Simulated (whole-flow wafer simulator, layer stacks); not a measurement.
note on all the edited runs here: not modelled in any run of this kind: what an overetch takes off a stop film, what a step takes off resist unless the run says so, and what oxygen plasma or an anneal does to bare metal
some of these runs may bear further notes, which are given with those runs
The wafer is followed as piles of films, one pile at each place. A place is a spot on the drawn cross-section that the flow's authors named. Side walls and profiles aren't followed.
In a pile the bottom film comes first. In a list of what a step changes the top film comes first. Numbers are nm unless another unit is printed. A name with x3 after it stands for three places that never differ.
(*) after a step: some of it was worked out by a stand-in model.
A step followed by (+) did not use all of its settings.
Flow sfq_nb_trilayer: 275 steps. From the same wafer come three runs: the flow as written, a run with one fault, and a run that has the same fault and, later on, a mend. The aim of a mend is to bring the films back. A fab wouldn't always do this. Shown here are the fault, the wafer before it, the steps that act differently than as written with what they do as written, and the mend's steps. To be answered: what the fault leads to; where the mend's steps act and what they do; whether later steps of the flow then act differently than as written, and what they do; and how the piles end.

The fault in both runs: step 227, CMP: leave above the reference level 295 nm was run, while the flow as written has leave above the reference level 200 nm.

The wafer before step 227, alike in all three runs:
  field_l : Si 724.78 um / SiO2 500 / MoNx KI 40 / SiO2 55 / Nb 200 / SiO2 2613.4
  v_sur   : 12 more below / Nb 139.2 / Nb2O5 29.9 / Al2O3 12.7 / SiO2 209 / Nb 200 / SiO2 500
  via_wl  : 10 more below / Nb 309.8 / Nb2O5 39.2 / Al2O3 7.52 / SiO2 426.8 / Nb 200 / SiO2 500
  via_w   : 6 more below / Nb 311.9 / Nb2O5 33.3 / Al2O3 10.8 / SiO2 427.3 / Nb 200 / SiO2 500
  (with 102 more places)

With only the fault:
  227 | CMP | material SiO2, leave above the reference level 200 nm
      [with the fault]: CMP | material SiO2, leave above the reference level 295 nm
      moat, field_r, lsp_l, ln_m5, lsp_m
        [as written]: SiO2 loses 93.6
        [with the fault]: nothing
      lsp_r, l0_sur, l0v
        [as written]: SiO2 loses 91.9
        [with the fault]: nothing
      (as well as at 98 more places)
  Steps further on in the flow that do not act as written (7 other steps are not shown; they differ only slightly, by no more than 2% or 0.5 nm, whichever is larger):
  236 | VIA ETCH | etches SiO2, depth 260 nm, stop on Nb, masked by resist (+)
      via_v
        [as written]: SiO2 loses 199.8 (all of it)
        [with the fault]: SiO2 loses 260
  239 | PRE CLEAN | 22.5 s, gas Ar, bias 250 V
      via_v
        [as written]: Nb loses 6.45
        [with the fault]: SiO2 loses 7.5
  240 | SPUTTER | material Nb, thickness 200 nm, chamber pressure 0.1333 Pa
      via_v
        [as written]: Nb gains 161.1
        [with the fault]: Nb gains 146.9 (new film)
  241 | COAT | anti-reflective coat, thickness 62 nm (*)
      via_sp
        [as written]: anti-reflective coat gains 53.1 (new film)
        [with the fault]: anti-reflective coat gains 50 (new film)
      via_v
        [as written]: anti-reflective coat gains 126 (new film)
        [with the fault]: anti-reflective coat gains 129.4 (new film)
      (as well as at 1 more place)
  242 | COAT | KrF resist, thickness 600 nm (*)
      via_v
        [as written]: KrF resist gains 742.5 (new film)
        [with the fault]: KrF resist gains 801.5 (new film)
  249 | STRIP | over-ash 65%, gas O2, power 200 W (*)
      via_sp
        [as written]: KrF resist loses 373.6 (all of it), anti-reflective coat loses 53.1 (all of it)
        [with the fault]: KrF resist loses 369.5 (all of it), anti-reflective coat loses 50 (all of it)
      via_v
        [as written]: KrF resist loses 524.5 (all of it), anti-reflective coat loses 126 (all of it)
        [with the fault]: KrF resist loses 583.4 (all of it), anti-reflective coat loses 129.4 (all of it)
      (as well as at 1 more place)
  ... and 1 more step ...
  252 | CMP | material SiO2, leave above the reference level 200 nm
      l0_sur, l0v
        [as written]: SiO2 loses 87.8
        [with the fault]: SiO2 loses 84.8
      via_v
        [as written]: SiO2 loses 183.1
        [with the fault]: SiO2 loses 157.1
  By the end, the piles at field_l, v_sur, via_wl and 103 more depart from the flow's by more than 2% or 0.5 nm, whichever is larger.
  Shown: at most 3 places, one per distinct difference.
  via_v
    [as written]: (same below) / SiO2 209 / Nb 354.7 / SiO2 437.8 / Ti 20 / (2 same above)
    [with the fault]: (same below) / SiO2 209 / Nb 200 / SiO2 27.3 / Nb 146.9 / SiO2 513.3 / Ti 20 / (2 same above)
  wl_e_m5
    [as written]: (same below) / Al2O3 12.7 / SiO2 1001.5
    [with the fault]: (same below) / Al2O3 12.7 / SiO2 1096.5
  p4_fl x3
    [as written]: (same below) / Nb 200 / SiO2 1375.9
    [with the fault]: (same below) / Nb 200 / SiO2 1470.9

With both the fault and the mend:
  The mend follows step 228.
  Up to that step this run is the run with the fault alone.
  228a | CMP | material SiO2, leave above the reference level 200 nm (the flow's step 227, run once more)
      field_l, v_sur, via_wl and 95 more
        SiO2 loses 95
      moat, field_r, lsp_l, ln_m5, lsp_m
        SiO2 loses 93.6
      lsp_r, l0_sur, l0v
        SiO2 loses 91.9
  Every later step of the flow that is run acts as written at every place that is followed.
  At every place that both follow, the piles at the end match the flow's.
